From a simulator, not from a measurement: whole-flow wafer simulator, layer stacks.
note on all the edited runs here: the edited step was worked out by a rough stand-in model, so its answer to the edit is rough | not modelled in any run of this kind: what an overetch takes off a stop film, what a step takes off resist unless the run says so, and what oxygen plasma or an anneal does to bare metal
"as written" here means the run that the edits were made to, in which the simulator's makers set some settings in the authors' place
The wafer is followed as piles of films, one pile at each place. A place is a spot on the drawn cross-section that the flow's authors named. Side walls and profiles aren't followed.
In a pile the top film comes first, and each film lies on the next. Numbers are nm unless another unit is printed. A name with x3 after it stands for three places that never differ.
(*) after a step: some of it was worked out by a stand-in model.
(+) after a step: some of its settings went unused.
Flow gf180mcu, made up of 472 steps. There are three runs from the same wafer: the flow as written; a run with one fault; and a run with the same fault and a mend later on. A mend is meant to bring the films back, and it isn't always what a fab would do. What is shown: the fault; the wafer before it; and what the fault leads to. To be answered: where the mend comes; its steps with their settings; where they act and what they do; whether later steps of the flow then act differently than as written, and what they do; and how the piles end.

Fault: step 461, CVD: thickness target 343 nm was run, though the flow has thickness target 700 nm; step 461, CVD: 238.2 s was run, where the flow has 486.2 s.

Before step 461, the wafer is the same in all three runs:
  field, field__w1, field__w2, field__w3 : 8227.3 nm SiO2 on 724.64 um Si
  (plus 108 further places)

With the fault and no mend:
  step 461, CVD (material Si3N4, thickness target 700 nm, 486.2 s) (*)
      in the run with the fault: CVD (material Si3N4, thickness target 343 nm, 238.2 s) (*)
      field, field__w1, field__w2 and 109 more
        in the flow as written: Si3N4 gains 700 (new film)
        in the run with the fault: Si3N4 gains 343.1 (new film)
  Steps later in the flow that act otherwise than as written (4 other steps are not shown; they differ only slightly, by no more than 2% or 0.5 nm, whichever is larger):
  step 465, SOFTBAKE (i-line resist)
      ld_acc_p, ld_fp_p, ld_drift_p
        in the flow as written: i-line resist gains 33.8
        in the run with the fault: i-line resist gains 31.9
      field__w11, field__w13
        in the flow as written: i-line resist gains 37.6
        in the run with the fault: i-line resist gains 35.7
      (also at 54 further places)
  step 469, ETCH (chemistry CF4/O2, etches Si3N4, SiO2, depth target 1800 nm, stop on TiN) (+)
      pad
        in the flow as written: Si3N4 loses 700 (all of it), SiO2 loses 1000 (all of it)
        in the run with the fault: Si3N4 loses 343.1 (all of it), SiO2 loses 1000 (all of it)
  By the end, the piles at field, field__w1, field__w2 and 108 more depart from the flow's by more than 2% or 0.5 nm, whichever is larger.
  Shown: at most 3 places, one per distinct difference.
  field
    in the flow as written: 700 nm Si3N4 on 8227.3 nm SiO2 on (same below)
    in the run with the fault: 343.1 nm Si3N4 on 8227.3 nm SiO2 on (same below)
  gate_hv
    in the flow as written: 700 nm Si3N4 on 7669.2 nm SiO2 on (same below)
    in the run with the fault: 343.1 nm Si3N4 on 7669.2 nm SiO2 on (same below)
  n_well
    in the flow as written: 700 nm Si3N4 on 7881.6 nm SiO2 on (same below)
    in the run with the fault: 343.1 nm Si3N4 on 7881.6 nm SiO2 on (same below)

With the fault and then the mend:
  After step 461 comes the mend.
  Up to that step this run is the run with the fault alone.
  step 461a, CVD (material Si3N4, thickness target 357 nm, 248 s) (*) (a further turn of the flow's step 461, with different settings)
      field, field__w1, field__w2 and 109 more
        Si3N4 gains 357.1
  None of the later steps of the flow differs from how it acts as written, at any place that is followed, by more than 2% or 0.5 nm, whichever is larger.
  When the end is reached, the piles differ only a little from the flow's at the places that both follow, at most by 2% or 0.5 nm, whichever is larger.
